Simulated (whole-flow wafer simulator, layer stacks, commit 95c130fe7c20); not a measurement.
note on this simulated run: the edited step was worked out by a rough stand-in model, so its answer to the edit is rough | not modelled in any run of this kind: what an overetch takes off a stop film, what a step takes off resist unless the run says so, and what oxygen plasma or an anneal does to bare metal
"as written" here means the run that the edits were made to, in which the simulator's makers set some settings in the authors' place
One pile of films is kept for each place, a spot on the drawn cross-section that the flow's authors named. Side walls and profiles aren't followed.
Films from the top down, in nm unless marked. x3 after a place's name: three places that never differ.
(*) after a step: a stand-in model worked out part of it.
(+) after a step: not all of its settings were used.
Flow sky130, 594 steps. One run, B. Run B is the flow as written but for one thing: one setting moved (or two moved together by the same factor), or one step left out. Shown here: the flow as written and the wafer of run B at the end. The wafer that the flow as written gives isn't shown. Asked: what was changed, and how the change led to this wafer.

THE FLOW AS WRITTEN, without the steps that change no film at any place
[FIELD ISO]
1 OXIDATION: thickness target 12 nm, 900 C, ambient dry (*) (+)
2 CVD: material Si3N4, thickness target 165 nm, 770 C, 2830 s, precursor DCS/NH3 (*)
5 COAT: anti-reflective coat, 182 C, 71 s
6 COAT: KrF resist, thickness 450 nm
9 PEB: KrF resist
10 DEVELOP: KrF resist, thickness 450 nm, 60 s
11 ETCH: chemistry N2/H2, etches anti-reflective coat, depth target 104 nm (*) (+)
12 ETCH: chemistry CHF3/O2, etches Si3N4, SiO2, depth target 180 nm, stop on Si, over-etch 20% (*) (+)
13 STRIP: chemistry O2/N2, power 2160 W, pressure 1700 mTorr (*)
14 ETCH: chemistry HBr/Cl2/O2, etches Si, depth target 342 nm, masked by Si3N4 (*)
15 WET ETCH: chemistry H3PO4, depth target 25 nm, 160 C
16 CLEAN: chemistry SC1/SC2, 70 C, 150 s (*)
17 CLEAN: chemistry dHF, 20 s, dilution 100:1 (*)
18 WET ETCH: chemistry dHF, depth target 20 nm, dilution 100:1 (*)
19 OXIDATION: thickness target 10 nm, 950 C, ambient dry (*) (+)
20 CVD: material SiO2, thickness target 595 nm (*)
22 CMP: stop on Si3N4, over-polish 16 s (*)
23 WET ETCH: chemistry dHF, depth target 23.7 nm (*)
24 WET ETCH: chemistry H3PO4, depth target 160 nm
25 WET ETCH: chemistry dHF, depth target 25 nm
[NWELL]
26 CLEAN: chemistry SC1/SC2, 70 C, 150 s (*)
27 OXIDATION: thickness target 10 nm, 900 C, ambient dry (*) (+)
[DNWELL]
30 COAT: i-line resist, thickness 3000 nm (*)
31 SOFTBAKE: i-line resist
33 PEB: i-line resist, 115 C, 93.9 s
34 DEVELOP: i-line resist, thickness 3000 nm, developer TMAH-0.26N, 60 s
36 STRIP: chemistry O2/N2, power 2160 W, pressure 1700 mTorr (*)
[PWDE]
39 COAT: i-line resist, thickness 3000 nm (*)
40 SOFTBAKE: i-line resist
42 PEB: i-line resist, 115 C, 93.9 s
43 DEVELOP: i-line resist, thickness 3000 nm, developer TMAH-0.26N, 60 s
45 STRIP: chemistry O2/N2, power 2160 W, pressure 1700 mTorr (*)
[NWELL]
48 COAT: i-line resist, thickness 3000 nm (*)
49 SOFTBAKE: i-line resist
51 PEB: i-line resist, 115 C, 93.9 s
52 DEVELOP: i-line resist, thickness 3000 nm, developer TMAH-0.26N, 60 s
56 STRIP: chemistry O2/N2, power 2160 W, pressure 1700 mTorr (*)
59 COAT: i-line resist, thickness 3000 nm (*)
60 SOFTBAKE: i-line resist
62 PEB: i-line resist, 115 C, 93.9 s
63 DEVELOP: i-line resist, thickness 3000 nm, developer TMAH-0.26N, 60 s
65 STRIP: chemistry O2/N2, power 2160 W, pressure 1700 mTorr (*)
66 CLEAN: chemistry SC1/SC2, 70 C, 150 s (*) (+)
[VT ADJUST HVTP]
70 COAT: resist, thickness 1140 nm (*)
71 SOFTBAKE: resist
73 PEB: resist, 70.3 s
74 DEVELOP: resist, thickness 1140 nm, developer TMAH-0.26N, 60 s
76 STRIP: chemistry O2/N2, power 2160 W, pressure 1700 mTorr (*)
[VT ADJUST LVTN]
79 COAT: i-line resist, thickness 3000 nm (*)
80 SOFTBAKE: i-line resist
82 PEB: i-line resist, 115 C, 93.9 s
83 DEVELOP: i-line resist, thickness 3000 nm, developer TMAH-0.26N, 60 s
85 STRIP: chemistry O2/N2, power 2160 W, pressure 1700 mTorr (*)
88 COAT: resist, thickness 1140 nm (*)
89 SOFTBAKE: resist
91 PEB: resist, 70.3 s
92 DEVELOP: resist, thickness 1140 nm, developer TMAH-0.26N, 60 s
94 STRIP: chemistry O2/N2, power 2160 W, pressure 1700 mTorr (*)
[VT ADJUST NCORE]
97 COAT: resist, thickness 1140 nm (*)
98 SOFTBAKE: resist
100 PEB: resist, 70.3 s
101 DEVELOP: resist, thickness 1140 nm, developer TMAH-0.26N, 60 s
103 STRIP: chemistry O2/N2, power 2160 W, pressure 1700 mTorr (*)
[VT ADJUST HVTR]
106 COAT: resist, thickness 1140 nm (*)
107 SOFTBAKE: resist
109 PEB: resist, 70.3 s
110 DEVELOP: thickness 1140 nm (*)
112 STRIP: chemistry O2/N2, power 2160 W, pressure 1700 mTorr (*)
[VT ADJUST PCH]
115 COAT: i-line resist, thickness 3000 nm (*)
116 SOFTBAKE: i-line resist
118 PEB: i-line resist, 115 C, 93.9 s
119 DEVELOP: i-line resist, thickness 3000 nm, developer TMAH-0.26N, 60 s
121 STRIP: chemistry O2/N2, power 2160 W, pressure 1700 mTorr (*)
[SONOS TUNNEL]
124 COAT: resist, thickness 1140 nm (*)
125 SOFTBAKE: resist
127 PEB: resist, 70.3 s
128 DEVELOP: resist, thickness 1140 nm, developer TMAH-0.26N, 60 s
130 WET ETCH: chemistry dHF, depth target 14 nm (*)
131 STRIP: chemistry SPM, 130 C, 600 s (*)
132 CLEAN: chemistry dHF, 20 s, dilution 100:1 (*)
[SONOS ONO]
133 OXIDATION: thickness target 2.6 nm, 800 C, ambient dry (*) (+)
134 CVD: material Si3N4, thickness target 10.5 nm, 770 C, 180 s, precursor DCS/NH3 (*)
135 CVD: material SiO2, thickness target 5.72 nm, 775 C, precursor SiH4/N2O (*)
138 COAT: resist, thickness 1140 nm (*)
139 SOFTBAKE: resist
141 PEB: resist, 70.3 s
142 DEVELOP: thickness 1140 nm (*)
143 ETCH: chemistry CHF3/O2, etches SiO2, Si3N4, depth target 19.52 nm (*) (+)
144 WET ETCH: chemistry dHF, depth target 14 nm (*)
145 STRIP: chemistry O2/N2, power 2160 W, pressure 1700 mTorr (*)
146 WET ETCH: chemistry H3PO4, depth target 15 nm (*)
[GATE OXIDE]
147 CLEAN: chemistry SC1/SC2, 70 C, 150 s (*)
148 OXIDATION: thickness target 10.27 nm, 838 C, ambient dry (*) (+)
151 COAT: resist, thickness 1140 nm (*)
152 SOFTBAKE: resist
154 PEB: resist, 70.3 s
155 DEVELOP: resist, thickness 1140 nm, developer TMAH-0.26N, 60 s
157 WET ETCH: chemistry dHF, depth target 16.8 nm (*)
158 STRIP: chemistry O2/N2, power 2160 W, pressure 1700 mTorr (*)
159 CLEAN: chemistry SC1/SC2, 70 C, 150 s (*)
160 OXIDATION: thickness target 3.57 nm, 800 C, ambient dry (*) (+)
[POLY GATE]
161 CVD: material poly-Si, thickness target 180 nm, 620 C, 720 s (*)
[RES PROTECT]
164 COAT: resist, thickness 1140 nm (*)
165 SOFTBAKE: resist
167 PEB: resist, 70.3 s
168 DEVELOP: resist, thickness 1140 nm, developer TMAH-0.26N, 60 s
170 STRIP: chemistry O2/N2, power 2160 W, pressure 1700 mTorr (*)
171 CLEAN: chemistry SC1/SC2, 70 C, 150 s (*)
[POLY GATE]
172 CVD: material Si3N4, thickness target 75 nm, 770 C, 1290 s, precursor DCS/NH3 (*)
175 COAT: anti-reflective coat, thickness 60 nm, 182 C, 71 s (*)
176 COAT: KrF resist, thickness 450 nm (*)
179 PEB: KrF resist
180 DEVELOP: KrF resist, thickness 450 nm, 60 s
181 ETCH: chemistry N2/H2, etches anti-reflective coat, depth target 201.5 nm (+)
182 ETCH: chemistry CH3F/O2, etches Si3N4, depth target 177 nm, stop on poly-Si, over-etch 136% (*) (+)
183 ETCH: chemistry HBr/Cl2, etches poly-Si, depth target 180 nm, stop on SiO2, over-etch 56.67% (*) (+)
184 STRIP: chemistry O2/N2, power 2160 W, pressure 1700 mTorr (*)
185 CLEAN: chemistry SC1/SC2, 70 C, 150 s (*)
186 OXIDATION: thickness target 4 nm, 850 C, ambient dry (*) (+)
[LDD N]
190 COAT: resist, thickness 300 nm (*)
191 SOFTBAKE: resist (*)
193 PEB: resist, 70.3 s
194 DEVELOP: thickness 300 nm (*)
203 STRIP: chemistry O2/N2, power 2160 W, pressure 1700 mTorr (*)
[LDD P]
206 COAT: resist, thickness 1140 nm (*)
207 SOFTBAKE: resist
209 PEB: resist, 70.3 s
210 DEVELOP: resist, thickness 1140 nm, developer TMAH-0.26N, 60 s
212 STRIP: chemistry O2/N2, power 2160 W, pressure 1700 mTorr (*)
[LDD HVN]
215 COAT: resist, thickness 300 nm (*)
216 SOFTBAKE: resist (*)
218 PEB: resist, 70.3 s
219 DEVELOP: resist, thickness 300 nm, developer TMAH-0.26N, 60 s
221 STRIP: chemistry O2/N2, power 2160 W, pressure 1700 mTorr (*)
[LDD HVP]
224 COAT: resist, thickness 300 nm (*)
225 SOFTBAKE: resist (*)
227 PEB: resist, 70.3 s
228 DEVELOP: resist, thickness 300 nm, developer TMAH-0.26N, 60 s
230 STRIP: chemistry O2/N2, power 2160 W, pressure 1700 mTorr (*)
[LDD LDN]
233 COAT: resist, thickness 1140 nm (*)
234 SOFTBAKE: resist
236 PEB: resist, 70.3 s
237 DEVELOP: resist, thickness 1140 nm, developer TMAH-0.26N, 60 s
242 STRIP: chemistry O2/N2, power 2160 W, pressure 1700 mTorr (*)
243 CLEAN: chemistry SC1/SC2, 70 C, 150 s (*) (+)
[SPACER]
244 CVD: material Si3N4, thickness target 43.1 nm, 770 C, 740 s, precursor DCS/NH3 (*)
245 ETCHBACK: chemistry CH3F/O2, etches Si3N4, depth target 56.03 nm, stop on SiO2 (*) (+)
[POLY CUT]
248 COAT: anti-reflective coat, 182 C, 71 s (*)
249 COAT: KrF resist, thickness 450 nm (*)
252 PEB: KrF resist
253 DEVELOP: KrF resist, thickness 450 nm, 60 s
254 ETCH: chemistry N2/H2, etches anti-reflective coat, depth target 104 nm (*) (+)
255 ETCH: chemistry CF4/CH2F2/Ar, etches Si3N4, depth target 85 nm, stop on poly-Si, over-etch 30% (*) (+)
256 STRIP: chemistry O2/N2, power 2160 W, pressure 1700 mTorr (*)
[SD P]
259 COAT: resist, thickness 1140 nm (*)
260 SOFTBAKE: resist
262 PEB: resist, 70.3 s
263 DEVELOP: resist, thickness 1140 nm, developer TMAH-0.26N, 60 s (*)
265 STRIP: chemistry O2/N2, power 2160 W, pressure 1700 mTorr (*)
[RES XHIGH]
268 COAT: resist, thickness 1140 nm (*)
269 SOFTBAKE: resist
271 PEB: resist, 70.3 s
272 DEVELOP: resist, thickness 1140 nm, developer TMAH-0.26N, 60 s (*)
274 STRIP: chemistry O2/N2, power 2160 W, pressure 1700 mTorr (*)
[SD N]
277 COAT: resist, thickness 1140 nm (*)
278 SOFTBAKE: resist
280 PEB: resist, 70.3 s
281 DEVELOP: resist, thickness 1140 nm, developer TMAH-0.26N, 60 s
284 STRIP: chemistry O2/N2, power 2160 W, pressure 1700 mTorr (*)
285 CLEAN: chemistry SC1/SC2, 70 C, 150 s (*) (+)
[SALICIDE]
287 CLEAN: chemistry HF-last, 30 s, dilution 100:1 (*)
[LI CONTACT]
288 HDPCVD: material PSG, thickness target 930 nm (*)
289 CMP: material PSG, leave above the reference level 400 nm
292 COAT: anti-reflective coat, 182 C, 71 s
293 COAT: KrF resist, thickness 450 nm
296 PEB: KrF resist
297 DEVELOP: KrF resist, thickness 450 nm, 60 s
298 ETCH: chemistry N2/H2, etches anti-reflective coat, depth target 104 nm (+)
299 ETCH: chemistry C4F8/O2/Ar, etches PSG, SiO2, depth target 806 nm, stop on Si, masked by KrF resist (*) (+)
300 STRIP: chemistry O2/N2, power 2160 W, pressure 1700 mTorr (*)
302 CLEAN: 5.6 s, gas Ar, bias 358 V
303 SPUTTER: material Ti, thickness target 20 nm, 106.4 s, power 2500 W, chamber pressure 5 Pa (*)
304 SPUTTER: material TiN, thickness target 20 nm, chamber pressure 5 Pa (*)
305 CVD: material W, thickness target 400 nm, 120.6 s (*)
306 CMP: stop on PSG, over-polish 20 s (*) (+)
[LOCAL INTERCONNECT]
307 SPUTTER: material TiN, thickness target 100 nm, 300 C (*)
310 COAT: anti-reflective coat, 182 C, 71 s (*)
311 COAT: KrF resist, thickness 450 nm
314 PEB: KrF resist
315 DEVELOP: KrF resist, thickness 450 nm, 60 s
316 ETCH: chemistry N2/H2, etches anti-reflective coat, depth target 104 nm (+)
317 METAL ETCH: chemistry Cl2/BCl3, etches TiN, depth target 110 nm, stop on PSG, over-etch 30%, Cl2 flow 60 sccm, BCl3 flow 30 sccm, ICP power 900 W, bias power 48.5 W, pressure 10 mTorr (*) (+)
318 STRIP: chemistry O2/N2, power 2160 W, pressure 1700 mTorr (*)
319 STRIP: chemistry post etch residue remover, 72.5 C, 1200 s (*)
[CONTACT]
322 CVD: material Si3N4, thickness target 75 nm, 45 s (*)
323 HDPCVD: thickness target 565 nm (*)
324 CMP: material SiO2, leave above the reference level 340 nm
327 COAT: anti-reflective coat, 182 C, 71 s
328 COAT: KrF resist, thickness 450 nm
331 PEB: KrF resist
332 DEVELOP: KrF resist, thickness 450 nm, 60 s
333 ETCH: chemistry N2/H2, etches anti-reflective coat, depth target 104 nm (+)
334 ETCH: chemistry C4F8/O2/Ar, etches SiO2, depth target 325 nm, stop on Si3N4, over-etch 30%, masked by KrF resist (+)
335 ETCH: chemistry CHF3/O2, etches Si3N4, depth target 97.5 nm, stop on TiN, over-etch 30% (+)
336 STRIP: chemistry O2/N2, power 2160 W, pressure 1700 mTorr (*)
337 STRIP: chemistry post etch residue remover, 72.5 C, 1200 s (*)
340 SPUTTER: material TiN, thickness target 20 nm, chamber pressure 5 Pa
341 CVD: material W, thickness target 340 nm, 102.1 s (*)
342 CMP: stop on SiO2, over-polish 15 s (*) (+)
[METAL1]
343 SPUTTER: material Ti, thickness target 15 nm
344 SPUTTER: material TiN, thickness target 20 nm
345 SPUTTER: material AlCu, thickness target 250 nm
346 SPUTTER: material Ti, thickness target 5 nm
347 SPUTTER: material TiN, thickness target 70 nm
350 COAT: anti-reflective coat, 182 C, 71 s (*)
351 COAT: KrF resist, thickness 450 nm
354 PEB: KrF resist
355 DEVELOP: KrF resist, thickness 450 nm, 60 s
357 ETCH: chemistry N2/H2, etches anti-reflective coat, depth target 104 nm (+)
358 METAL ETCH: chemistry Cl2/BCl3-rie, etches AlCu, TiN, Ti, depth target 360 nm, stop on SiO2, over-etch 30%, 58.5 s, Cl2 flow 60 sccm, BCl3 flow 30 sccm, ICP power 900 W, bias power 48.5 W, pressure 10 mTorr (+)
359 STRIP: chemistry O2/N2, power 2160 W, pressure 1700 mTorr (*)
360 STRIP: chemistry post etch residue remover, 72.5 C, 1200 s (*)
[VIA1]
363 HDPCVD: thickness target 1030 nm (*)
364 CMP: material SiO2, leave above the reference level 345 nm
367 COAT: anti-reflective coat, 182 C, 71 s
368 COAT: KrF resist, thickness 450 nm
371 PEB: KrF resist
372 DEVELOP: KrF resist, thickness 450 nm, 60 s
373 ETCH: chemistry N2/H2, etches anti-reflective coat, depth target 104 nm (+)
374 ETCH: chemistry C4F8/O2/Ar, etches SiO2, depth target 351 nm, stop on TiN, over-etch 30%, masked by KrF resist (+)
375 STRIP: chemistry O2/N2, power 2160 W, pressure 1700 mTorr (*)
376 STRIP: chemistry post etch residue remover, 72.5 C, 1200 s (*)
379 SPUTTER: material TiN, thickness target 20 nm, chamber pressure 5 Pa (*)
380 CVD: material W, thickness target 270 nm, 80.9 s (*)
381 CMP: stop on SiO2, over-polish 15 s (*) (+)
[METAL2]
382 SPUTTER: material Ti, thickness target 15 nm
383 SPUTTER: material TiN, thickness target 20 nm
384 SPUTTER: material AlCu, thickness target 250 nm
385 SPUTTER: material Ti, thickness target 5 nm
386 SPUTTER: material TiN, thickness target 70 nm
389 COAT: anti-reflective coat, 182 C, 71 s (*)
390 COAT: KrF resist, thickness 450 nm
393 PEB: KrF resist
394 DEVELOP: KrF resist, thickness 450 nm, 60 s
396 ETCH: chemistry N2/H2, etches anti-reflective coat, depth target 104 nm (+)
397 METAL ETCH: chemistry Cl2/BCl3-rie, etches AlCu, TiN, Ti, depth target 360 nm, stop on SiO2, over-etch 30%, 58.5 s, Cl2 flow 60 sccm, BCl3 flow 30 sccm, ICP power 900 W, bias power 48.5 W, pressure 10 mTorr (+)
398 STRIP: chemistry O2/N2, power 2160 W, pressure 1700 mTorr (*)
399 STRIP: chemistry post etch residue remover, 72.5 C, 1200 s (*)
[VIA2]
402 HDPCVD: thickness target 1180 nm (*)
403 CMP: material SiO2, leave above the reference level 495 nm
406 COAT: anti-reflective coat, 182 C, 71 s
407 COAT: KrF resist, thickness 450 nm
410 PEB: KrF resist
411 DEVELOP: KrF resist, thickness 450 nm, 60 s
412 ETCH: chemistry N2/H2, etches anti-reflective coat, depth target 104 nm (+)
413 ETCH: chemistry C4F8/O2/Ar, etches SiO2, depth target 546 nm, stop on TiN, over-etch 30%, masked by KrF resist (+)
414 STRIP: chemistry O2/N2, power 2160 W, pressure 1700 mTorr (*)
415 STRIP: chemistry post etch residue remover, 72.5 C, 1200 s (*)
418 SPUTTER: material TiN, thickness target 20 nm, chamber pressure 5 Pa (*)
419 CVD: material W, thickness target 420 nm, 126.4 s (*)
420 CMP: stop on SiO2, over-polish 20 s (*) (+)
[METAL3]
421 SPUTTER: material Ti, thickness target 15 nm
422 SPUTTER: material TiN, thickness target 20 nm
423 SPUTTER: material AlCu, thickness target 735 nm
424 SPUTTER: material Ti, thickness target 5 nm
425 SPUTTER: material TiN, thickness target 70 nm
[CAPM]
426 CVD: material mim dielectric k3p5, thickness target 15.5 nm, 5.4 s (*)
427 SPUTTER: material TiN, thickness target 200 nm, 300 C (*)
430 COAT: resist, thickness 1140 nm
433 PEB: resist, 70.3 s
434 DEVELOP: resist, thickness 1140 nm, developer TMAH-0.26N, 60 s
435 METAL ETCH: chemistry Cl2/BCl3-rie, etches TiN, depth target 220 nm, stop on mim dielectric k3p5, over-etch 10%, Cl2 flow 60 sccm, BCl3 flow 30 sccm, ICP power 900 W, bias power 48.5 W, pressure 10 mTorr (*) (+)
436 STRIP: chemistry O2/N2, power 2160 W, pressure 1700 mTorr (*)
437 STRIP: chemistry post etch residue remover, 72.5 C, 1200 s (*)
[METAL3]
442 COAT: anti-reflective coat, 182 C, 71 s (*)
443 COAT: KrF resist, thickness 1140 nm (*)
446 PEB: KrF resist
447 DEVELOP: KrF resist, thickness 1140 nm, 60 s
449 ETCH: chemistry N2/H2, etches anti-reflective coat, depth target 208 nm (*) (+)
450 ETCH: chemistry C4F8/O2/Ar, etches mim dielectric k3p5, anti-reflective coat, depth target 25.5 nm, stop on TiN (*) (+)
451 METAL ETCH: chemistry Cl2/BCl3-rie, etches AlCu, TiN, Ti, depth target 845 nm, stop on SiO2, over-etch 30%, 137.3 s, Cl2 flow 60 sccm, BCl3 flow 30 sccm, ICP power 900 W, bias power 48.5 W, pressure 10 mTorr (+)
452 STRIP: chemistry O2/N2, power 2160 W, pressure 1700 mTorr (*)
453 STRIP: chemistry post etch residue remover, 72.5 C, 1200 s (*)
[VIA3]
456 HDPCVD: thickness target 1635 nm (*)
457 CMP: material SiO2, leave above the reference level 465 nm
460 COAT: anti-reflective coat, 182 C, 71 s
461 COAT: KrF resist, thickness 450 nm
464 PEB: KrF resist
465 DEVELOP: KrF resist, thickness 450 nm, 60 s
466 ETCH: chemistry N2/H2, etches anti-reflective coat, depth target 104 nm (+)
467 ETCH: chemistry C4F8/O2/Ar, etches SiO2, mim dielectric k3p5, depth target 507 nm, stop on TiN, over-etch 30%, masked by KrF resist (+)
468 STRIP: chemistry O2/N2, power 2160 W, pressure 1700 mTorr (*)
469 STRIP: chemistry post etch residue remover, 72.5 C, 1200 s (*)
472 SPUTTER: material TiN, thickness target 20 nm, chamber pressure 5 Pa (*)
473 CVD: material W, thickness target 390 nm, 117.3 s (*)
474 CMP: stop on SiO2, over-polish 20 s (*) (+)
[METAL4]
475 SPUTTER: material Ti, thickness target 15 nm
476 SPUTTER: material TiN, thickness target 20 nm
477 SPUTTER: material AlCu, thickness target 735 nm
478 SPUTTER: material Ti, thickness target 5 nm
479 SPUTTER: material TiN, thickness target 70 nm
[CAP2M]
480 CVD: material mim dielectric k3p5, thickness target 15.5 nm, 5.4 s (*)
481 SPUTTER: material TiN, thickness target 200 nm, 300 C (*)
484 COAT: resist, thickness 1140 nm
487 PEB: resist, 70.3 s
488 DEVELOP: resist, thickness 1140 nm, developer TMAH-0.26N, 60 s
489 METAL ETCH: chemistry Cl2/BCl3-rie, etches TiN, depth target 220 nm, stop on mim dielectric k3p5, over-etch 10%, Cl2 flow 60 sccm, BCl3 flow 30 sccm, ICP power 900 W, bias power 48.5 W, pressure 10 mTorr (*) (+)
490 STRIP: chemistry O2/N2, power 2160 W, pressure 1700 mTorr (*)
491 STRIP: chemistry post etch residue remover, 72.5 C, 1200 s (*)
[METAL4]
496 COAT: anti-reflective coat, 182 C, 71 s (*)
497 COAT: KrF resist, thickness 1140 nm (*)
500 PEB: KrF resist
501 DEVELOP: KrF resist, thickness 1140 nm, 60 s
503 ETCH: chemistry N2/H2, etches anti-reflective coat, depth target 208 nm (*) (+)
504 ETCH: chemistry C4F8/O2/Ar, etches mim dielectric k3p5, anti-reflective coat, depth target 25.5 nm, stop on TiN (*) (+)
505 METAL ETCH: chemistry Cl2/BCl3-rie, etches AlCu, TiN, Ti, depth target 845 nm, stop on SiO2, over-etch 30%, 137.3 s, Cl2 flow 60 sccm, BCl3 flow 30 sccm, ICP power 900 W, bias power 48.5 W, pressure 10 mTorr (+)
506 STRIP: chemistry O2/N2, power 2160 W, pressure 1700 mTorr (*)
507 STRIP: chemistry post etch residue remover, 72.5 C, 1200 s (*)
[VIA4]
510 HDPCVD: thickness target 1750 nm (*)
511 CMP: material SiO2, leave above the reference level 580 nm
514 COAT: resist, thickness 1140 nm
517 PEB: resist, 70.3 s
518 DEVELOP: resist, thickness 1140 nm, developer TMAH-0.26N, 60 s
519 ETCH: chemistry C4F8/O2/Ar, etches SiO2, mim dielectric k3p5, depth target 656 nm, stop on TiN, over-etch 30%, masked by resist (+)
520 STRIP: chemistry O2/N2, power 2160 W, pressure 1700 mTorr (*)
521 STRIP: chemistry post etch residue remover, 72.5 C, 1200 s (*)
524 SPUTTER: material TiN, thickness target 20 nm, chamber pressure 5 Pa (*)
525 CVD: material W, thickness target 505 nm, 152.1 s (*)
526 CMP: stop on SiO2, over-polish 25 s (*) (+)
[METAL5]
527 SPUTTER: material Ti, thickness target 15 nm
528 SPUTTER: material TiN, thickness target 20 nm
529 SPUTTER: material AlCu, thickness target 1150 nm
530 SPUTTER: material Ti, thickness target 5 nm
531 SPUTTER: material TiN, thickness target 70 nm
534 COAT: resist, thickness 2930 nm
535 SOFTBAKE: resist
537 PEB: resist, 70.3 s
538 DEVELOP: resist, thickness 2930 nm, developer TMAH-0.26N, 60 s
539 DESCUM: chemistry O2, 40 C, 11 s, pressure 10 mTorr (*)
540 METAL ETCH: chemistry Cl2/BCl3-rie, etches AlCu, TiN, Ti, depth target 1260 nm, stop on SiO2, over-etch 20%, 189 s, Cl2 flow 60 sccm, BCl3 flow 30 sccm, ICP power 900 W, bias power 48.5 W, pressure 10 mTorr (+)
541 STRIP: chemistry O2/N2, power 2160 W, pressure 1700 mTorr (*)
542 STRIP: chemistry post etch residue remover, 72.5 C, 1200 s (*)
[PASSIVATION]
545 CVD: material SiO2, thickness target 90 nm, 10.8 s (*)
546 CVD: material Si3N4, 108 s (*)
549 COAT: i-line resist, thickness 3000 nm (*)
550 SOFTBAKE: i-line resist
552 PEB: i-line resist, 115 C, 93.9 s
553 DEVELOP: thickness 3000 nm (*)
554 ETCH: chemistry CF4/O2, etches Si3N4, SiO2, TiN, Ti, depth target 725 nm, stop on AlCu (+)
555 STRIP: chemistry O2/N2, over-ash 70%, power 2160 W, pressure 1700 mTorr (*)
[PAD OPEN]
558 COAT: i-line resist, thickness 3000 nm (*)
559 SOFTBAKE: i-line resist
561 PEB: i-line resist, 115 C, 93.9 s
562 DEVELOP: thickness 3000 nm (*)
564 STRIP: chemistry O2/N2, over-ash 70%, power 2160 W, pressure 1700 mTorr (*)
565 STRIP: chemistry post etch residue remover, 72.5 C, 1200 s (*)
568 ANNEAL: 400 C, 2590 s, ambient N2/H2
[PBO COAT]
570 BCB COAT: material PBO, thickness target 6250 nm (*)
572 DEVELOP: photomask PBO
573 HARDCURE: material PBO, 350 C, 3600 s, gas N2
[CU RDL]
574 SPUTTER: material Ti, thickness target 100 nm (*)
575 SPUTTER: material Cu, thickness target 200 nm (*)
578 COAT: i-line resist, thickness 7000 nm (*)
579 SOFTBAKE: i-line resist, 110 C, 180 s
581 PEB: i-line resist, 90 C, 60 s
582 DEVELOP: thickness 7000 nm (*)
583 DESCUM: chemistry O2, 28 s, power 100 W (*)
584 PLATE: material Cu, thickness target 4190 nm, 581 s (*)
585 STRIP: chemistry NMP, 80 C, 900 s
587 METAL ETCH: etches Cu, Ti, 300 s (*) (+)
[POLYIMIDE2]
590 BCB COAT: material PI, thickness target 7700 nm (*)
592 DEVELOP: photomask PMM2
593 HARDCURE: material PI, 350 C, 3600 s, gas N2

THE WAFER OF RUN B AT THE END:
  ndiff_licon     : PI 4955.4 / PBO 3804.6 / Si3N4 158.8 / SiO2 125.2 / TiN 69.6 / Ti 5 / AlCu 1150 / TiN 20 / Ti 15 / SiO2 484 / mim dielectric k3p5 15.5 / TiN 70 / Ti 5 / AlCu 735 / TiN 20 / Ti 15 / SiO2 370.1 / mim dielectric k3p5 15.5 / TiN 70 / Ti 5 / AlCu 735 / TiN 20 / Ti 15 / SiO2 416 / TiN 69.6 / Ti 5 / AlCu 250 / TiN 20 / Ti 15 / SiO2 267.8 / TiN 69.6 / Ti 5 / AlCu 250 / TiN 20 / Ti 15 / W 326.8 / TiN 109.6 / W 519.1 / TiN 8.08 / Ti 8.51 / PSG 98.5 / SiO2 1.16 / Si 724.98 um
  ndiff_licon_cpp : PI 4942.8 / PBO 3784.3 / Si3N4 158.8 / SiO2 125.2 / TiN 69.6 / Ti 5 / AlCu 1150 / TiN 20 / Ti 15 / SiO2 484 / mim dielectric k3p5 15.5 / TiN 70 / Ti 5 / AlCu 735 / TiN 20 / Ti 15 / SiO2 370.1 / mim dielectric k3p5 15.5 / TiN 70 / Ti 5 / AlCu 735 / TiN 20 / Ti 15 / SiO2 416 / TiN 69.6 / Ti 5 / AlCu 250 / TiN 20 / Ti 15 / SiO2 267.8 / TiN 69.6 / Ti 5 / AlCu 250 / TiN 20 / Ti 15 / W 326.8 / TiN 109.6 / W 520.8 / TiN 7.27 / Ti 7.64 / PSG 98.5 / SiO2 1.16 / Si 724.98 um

The cause: step 299, ETCH: depth target 540 nm was run, where the flow has depth target 806 nm.

How the change led to this, step by step:
  299 ETCH: chemistry C4F8/O2/Ar, etches PSG, SiO2, depth target 806 nm, stop on Si, masked by KrF resist (*) (+)
      contact, ndiff_licon, ndiff_licon_cpp: PSG -540 (as written it would be: PSG -643.6 (all of it), SiO2 -1.16 (all of it))
      field, active, n_well and 184 more: KrF resist -108 (as written it would be: KrF resist -161.2)
  300 STRIP: chemistry O2/N2, power 2160 W, pressure 1700 mTorr (*)
      contact, ndiff_licon, ndiff_licon_cpp: nothing (as written it would be: chemical SiO2 +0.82 (new film), Si -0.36)
      field, active, n_well and 184 more: KrF resist -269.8 (all of it), anti-reflective coat -80 (all of it) (as written it would be: KrF resist -216.6 (all of it), anti-reflective coat -80 (all of it))
  302 CLEAN: 5.6 s, gas Ar, bias 358 V
      contact, ndiff_licon, ndiff_licon_cpp: PSG -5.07 (as written it would be: chemical SiO2 -0.82 (all of it))
  303 SPUTTER: material Ti, thickness target 20 nm, 106.4 s, power 2500 W, chamber pressure 5 Pa (*)
      ndiff_licon: Ti +8.51 (new film) (as written it would be: Ti +7.24 (new film))
      ndiff_licon_cpp: Ti +7.64 (new film) (as written it would be: Ti +6.53 (new film))
  304 SPUTTER: material TiN, thickness target 20 nm, chamber pressure 5 Pa (*)
      ndiff_licon: TiN +8.08 (new film) (as written it would be: TiN +6.83 (new film))
      ndiff_licon_cpp: TiN +7.27 (new film) (as written it would be: TiN +6.17 (new film))
  305 CVD: material W, thickness target 400 nm, 120.6 s (*)
      ndiff_licon: W +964 (new film) (as written it would be: W +1066.5 (new film))
      ndiff_licon_cpp: W +965.7 (new film) (as written it would be: W +1067.9 (new film))
  568 ANNEAL: 400 C, 2590 s, ambient N2/H2
      ndiff_licon, ndiff_licon_cpp: nothing (as written it would be: under 37 films: void +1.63 (new film), Ti -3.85, TiSi first +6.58 (new film), Si -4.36)
Counting metal films that touch as one body, ndiff_licon has 5 bodies (between them, from the top down: SiO2 484 / mim dielectric k3p5 15.5; SiO2 370.1 / mim dielectric k3p5 15.5; SiO2 416; SiO2 267.8); the flow as written gives 6 bodies (between them, from the top down: SiO2 484 / mim dielectric k3p5 15.5; SiO2 370.1 / mim dielectric k3p5 15.5; SiO2 416; SiO2 267.8; void 1.78).
Counting metal films that touch as one body, ndiff_licon_cpp has 5 bodies (between them, from the top down: SiO2 484 / mim dielectric k3p5 15.5; SiO2 370.1 / mim dielectric k3p5 15.5; SiO2 416; SiO2 267.8); the flow as written gives 6 bodies (between them, from the top down: SiO2 484 / mim dielectric k3p5 15.5; SiO2 370.1 / mim dielectric k3p5 15.5; SiO2 416; SiO2 267.8; void 1.78).
